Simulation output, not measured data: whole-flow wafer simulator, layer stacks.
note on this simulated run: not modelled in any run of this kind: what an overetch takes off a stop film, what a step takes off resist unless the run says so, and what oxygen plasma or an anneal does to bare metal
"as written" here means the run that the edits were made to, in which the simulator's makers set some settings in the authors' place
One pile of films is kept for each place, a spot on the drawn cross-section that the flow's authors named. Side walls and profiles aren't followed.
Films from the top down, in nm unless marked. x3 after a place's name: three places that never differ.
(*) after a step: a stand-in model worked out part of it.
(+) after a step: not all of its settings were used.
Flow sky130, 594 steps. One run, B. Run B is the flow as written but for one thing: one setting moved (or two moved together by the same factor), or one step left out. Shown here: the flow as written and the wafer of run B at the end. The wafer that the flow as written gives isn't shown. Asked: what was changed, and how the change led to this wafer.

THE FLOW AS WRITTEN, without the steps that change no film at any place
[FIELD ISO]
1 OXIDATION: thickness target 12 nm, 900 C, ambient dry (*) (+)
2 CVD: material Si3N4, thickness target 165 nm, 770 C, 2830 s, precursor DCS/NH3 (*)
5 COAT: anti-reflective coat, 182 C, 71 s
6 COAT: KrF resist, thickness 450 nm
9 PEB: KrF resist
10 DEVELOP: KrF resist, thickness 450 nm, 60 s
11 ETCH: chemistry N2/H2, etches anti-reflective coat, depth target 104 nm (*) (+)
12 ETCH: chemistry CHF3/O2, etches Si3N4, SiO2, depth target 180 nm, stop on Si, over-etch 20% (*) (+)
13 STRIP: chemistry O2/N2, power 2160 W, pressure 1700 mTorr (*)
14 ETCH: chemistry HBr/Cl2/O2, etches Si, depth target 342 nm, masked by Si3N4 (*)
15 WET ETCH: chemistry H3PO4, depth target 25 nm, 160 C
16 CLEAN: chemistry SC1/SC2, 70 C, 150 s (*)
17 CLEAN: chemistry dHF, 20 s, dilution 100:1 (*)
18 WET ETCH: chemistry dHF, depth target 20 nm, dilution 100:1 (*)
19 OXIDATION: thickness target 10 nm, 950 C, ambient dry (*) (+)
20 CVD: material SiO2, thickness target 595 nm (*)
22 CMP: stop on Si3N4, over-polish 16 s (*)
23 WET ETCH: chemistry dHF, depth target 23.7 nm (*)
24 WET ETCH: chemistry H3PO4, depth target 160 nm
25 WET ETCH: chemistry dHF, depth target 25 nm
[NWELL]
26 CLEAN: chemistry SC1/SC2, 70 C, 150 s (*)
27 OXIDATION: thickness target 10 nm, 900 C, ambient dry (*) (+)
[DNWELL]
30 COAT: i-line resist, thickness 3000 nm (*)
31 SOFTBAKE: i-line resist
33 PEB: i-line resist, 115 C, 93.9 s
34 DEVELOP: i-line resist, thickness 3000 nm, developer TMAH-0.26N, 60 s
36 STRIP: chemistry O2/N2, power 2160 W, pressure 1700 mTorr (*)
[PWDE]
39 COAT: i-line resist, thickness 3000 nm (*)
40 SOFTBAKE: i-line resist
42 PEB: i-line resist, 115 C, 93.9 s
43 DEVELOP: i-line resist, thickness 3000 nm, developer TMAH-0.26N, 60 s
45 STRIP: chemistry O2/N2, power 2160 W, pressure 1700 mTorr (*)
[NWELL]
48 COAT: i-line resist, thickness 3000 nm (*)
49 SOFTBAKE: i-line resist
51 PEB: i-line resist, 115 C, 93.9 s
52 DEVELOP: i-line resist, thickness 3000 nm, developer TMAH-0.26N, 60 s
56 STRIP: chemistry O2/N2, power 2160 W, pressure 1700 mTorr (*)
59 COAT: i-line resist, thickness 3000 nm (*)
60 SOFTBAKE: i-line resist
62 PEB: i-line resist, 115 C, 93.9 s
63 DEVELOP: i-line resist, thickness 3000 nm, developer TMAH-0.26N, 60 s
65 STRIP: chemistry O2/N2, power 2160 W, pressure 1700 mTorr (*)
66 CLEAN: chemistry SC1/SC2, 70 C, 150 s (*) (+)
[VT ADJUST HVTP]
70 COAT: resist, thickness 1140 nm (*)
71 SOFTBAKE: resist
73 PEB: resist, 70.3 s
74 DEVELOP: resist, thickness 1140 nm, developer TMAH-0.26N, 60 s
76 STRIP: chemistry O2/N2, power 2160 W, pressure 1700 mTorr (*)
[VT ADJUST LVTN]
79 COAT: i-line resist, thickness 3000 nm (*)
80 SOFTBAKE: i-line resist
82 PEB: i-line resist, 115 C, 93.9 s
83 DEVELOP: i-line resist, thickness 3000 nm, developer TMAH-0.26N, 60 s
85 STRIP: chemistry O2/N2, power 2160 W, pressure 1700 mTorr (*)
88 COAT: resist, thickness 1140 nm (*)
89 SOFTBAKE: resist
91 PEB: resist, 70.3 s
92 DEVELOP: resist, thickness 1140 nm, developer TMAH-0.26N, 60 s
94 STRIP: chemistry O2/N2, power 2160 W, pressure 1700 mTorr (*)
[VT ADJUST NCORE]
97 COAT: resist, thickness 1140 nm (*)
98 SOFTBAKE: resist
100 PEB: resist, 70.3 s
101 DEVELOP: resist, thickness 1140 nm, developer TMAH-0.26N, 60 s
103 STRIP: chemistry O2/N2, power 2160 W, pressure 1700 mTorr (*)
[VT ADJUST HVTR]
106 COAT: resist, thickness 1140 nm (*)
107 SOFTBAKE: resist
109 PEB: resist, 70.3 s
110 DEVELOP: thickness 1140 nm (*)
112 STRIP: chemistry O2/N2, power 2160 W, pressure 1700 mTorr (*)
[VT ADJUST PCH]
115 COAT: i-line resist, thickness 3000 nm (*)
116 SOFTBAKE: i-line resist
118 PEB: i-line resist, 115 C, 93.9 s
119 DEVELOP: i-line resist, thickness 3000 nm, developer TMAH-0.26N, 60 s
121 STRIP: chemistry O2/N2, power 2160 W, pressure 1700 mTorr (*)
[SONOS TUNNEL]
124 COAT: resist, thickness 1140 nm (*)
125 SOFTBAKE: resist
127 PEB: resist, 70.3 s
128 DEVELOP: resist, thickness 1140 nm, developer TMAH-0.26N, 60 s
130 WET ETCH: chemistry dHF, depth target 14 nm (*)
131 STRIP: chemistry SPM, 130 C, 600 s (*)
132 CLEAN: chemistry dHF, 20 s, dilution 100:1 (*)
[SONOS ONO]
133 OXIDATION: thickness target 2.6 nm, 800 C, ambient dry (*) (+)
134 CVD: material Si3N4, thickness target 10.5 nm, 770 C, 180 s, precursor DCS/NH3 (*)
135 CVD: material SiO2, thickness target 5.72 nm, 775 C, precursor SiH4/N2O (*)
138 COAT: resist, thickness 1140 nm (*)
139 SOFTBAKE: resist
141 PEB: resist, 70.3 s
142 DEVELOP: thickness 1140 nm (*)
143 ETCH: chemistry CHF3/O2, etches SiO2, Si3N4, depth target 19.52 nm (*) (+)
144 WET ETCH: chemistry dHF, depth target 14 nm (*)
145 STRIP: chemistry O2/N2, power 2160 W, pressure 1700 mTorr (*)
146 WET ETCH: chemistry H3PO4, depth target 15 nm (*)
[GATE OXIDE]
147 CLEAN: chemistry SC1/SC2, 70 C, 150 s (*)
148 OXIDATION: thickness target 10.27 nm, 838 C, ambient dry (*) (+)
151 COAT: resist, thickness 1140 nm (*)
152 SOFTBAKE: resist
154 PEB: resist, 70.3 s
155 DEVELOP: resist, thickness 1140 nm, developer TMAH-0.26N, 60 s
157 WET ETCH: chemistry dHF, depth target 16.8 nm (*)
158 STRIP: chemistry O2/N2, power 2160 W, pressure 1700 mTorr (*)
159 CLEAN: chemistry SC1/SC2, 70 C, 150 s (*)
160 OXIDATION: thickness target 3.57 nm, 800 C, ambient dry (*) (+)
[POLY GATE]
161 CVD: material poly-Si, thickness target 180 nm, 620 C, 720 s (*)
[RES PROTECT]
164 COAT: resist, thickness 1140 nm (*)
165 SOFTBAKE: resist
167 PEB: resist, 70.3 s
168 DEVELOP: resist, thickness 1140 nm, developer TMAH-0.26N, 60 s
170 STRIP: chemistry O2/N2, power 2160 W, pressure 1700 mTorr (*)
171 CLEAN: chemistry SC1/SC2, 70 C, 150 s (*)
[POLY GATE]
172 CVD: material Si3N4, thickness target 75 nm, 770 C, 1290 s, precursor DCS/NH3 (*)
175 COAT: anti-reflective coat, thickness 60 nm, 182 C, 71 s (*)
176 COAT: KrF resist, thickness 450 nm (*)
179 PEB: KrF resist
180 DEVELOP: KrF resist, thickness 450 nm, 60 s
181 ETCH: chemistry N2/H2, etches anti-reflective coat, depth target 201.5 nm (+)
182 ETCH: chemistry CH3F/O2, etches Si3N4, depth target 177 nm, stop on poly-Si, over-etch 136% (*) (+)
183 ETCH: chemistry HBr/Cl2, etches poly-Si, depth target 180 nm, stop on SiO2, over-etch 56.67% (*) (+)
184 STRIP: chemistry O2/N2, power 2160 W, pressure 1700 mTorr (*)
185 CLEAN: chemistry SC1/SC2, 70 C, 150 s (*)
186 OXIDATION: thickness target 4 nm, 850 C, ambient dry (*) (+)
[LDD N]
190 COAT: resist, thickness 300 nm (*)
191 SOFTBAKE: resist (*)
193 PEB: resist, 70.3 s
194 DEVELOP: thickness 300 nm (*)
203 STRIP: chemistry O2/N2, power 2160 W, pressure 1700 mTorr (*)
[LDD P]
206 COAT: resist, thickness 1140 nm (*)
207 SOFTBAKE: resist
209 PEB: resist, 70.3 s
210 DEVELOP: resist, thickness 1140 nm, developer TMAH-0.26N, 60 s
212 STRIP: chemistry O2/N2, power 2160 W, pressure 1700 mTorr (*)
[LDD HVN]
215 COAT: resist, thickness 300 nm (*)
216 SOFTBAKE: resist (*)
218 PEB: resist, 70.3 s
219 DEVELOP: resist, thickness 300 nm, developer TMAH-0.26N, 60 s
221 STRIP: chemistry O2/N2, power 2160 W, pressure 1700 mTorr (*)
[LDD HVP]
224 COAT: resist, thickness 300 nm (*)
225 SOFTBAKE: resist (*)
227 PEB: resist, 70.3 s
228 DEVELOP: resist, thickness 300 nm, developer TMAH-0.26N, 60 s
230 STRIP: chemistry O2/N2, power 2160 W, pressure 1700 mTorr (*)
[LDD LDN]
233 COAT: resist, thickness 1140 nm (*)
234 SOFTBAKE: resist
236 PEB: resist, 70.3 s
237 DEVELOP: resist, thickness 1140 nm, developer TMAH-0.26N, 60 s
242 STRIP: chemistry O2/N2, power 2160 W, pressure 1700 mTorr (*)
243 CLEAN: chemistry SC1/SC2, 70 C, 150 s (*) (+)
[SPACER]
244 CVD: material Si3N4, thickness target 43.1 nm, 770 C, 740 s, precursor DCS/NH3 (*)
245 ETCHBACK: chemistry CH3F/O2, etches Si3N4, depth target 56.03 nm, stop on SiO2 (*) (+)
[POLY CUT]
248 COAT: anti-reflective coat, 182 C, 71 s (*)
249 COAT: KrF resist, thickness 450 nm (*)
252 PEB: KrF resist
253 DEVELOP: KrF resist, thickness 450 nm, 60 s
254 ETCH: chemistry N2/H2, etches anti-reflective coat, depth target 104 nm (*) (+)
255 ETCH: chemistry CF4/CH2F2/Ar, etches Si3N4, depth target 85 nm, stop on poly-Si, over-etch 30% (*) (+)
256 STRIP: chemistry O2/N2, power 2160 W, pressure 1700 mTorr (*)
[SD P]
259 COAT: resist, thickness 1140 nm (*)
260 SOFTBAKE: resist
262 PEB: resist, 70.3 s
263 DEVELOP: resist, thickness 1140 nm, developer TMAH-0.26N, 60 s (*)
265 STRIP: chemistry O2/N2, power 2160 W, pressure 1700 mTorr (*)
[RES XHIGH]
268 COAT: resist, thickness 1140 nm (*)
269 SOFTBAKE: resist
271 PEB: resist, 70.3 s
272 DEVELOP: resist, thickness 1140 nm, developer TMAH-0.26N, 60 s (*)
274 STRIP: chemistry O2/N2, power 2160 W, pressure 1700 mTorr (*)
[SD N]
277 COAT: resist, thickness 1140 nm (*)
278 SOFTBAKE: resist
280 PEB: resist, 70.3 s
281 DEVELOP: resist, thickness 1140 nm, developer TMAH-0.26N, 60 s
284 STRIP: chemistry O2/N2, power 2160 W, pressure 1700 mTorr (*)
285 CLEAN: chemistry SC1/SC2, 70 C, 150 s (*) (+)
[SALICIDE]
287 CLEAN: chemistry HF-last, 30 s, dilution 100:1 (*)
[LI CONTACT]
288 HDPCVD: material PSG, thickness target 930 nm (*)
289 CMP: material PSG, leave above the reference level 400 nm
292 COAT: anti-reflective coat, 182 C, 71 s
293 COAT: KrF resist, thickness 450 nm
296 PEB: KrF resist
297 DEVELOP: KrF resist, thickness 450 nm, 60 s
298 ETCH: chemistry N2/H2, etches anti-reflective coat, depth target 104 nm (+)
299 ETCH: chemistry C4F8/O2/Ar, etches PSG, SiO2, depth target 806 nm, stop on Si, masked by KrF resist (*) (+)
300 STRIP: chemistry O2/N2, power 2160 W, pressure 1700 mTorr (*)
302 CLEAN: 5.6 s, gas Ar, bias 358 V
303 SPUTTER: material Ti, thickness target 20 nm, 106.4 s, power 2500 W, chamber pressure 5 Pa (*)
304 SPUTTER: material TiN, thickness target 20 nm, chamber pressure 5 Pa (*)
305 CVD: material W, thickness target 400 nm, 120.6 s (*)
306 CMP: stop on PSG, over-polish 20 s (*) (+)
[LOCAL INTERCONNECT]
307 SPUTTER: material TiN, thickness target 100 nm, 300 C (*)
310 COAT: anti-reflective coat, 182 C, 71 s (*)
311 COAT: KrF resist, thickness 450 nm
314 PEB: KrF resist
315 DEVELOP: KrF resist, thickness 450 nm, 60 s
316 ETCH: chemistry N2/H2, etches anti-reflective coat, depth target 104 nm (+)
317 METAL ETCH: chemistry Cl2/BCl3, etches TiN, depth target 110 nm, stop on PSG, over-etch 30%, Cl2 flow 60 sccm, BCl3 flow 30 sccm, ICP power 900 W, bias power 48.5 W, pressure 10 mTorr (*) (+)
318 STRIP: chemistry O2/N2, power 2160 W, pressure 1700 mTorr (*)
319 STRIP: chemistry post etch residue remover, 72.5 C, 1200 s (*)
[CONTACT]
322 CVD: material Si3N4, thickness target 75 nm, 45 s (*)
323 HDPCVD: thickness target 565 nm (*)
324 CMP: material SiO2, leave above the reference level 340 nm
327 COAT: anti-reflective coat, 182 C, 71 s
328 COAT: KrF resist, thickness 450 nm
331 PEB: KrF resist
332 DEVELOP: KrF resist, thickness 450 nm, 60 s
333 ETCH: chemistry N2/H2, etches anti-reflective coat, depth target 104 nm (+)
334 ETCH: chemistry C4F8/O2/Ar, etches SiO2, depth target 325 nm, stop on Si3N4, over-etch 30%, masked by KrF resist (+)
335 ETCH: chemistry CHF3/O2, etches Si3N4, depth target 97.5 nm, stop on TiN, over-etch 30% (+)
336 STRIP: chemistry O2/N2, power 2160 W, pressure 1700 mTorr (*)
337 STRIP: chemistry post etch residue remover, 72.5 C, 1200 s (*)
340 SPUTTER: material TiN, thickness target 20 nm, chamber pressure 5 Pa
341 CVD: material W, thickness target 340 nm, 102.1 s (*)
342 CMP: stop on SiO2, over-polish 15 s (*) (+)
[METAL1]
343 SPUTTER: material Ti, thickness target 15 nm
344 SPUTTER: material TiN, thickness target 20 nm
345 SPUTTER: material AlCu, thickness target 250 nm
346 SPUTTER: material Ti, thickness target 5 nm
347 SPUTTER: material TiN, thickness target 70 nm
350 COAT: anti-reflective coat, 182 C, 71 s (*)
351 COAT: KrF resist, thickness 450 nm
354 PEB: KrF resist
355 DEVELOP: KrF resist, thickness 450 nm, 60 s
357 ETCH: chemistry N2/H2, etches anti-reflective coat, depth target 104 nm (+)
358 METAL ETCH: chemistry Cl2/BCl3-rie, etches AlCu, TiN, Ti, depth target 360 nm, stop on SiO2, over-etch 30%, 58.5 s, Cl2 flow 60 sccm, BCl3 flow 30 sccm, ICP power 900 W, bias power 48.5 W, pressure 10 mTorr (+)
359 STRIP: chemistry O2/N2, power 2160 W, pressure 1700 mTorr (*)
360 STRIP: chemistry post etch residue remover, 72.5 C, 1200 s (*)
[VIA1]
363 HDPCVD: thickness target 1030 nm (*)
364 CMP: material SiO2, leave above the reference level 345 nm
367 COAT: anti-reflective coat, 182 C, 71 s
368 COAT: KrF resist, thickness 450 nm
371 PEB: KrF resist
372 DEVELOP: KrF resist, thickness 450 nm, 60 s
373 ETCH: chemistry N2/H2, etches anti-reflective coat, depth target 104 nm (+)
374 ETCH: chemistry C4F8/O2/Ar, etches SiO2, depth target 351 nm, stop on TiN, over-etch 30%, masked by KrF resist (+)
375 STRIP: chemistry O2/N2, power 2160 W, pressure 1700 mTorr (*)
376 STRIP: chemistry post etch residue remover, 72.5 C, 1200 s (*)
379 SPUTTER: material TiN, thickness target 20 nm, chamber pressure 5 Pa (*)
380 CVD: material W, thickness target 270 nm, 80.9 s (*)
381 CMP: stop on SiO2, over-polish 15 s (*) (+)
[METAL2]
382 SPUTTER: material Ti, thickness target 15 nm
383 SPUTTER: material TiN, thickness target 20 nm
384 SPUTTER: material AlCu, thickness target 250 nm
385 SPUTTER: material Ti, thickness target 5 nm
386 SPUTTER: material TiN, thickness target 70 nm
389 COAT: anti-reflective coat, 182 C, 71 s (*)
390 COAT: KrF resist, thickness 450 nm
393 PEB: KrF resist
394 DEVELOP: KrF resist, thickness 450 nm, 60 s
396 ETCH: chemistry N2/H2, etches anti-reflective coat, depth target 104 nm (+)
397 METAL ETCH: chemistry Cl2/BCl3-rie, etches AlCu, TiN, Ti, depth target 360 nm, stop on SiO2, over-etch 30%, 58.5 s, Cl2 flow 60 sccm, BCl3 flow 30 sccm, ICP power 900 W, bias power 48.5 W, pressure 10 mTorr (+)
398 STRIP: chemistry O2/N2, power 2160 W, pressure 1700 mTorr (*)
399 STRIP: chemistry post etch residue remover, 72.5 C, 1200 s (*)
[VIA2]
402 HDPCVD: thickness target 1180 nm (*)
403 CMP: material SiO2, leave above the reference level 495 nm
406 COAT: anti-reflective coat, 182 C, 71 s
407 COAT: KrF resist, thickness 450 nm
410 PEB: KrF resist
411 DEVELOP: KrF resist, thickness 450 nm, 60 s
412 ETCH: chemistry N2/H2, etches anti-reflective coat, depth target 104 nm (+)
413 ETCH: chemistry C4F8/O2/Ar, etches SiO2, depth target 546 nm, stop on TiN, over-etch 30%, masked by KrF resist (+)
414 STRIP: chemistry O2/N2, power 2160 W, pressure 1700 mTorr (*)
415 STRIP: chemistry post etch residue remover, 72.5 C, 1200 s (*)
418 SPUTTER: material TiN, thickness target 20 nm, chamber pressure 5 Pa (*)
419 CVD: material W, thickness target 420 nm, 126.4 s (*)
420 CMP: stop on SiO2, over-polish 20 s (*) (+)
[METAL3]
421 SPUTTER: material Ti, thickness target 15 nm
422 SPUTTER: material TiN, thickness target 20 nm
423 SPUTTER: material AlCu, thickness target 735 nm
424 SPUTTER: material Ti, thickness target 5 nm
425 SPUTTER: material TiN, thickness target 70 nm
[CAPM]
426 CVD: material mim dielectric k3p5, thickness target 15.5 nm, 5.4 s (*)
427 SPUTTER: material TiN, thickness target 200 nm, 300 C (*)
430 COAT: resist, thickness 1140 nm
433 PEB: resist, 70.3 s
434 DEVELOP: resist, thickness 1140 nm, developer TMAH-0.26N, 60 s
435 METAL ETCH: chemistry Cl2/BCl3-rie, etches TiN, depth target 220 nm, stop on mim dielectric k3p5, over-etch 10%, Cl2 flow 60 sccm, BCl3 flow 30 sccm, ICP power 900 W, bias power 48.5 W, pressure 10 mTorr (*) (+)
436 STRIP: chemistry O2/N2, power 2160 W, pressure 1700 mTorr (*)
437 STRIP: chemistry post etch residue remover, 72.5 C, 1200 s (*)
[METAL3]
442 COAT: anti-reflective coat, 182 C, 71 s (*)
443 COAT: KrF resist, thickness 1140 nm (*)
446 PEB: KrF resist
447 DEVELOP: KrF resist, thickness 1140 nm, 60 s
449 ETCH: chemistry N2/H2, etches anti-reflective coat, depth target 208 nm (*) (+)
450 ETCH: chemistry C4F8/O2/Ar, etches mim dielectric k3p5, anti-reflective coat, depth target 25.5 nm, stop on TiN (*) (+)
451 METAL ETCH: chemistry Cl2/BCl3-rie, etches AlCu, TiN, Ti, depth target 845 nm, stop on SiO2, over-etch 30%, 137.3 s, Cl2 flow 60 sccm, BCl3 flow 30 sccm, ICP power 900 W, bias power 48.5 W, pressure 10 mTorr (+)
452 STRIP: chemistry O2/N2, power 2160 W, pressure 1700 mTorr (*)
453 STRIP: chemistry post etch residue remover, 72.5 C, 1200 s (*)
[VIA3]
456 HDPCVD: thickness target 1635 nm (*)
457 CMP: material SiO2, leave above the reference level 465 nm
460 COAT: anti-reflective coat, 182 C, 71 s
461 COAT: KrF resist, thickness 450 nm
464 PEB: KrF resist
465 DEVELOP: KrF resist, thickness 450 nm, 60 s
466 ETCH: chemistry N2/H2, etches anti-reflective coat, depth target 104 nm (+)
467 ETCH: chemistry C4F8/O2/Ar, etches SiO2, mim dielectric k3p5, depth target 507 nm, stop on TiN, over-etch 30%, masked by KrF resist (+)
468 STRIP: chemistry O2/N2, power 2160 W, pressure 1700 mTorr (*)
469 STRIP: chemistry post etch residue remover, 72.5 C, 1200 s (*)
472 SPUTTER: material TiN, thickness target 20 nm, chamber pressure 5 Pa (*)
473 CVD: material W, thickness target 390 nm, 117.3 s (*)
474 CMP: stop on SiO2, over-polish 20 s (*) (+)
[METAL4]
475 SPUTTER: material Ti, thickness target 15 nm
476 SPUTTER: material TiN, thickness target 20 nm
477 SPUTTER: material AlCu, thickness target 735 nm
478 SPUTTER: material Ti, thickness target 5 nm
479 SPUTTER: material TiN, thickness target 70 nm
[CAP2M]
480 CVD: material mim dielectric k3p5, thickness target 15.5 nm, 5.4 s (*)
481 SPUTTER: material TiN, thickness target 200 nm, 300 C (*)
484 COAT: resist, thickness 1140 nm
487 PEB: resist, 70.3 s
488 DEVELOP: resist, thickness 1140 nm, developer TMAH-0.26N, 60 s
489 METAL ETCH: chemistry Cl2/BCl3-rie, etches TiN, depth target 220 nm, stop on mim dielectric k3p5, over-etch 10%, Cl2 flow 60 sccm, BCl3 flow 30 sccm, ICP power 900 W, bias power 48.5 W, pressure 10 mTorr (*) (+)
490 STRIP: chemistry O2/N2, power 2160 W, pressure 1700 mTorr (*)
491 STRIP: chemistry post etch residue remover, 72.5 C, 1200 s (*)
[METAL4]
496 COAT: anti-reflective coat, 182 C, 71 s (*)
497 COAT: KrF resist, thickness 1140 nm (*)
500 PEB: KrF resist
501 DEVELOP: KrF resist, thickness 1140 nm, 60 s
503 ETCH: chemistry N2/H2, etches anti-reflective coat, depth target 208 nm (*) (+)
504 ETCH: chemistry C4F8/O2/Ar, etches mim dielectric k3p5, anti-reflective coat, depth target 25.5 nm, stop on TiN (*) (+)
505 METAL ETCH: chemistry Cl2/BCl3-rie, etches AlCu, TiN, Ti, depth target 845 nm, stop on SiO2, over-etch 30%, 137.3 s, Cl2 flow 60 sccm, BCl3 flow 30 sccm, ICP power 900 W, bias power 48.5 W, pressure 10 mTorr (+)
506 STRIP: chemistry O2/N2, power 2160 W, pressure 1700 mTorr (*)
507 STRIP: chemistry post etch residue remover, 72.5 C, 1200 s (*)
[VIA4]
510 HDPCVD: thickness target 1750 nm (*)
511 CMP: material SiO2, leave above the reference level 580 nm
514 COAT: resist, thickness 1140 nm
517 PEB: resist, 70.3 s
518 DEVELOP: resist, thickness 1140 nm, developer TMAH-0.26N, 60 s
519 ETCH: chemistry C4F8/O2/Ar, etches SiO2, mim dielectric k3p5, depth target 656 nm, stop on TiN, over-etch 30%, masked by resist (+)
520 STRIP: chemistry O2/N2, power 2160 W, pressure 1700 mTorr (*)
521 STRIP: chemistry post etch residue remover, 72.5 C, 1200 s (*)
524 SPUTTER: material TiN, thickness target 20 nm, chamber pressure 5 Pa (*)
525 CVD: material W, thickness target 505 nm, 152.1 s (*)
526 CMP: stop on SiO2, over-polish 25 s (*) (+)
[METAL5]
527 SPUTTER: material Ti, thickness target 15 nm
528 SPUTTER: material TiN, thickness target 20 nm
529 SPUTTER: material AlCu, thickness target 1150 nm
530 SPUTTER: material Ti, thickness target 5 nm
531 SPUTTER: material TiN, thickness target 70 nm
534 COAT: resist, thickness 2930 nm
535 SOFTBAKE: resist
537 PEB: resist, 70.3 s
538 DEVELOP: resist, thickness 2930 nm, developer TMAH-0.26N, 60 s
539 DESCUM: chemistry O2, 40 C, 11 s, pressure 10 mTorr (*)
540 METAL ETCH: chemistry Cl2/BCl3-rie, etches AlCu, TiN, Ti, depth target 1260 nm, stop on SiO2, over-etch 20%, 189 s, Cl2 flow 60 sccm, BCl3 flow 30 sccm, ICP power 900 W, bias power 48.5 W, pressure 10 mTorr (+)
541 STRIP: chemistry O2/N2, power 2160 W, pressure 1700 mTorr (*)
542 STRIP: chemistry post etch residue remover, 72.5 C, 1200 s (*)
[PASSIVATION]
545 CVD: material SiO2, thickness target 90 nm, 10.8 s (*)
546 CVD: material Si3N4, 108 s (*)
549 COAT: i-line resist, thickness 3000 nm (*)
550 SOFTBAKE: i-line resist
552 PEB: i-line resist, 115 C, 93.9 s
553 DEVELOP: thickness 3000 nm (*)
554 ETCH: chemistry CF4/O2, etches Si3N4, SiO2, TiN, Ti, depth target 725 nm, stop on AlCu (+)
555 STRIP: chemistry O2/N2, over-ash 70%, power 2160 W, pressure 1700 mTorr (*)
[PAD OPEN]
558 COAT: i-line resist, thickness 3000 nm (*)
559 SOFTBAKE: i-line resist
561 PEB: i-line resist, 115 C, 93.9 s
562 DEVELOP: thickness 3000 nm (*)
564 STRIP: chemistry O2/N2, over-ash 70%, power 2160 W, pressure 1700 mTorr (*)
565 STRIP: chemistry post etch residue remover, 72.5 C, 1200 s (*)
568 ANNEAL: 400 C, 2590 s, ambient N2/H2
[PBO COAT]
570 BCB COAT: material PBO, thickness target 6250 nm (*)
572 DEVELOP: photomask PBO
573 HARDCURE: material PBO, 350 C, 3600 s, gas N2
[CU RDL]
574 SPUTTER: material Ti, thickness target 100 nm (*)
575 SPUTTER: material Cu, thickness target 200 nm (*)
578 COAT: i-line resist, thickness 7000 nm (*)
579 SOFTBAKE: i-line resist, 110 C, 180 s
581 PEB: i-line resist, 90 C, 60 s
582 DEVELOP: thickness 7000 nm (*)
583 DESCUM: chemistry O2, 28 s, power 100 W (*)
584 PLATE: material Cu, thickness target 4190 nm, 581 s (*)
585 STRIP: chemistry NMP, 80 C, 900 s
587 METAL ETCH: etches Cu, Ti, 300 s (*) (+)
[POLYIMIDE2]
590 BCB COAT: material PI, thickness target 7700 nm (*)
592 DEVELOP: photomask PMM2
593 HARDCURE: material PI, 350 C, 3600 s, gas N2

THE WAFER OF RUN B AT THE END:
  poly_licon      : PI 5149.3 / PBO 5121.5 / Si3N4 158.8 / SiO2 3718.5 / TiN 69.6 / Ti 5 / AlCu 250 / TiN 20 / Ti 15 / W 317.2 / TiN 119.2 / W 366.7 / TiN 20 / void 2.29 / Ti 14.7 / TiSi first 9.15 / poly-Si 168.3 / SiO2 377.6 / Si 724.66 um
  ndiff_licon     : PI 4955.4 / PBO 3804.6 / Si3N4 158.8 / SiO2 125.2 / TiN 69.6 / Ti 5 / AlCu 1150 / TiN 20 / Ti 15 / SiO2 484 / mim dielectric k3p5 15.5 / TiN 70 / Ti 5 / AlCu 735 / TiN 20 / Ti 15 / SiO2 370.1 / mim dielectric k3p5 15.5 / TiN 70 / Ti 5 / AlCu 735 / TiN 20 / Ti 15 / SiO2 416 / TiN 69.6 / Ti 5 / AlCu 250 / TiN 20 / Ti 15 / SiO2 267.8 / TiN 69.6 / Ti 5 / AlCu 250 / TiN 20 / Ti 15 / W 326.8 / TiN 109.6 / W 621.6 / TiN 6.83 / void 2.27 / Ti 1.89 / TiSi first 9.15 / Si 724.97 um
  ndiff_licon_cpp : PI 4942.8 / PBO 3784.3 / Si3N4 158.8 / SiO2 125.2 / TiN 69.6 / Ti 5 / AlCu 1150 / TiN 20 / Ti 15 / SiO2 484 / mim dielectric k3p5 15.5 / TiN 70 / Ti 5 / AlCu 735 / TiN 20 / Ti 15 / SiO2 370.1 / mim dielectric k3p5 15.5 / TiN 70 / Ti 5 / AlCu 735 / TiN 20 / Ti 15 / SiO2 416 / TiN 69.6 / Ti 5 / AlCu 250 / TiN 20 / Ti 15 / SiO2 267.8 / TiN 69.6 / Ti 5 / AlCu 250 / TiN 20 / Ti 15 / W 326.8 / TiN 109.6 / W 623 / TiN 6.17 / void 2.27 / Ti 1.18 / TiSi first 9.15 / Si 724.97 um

The cause: step 573, HARDCURE: 394 C was run, where the flow has 350 C.

How the change led to this, step by step:
  573 HARDCURE: material PBO, 350 C, 3600 s, gas N2
      poly_licon, rpo_hd_licon: PBO -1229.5, void +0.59, Ti -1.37, TiSi first +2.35, poly-Si -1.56 (as written it would be: PBO -1229.5, void +0.07, Ti -0.17, TiSi first +0.3, poly-Si -0.2)
      ndiff_licon: PBO -1235.4, void +0.58, Ti -1.37, TiSi first +2.35, Si -1.56 (as written it would be: PBO -1235.4, void +0.07, Ti -0.17, TiSi first +0.3, Si -0.2)
      (and at 1 more place)
